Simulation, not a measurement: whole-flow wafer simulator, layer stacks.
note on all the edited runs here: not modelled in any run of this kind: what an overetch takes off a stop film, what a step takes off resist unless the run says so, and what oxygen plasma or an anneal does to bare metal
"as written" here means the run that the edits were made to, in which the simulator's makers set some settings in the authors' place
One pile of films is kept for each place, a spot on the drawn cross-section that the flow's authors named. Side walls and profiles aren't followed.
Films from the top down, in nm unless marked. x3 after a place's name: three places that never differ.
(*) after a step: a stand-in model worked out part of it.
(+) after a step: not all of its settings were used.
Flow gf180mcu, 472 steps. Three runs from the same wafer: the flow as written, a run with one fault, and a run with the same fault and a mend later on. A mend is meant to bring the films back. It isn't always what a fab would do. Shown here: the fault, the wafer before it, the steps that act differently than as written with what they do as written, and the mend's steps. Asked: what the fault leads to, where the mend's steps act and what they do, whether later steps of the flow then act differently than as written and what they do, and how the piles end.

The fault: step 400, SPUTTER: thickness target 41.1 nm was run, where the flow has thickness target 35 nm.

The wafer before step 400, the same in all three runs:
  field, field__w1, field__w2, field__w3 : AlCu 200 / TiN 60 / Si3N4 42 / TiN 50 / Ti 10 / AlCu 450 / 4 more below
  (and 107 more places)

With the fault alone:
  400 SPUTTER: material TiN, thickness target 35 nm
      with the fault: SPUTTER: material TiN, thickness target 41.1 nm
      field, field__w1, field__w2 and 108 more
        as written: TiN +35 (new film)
        with the fault: TiN +41.1 (new film)
  Later steps of the flow that act differently than as written (8 more steps differ only slightly, by at most 2% or 0.5 nm, whichever is larger, and aren't shown):
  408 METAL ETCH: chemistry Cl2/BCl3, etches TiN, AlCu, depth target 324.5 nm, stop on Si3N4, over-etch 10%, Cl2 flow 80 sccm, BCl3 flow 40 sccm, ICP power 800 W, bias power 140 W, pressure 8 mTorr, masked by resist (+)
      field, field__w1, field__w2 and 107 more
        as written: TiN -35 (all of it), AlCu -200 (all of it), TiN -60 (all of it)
        with the fault: TiN -41.1 (all of it), AlCu -200 (all of it), TiN -60 (all of it)
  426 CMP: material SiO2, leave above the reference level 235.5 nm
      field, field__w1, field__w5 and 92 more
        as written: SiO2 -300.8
        with the fault: SiO2 -294.7
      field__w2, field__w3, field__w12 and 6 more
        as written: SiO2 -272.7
        with the fault: SiO2 -266.6
  At the end the piles differ from the flow's by more than 2% or 0.5 nm, whichever is larger, at mim.
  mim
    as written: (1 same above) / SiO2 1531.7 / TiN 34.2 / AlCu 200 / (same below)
    with the fault: (1 same above) / SiO2 1531.7 / TiN 40.3 / AlCu 200 / (same below)

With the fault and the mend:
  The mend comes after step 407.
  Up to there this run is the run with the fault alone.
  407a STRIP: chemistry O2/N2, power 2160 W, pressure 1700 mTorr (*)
      mim
        resist -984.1 (all of it)
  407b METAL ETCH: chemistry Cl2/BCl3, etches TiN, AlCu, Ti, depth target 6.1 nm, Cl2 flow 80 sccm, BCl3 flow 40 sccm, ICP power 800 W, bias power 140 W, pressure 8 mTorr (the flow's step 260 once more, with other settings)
      field, field__w1, field__w2 and 108 more
        TiN -6.1
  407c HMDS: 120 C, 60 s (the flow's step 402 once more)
      changes no film at any place that is followed
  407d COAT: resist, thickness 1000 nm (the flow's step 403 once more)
      field, field__w1, field__w2 and 108 more
        resist +1000 (new film)
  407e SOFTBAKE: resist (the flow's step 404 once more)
      changes no film at any place that is followed
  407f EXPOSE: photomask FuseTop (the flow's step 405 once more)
      changes no film at any place that is followed
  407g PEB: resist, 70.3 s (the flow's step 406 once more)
      field, field__w1, field__w2 and 108 more
        resist -15.9
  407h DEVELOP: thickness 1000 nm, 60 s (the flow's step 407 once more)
      field, field__w1, field__w2 and 107 more
        resist -984.1 (all of it)
  No later step of the flow acts differently than as written at any place that is followed.
  At the end the piles are the same as the flow's at every place that both follow.
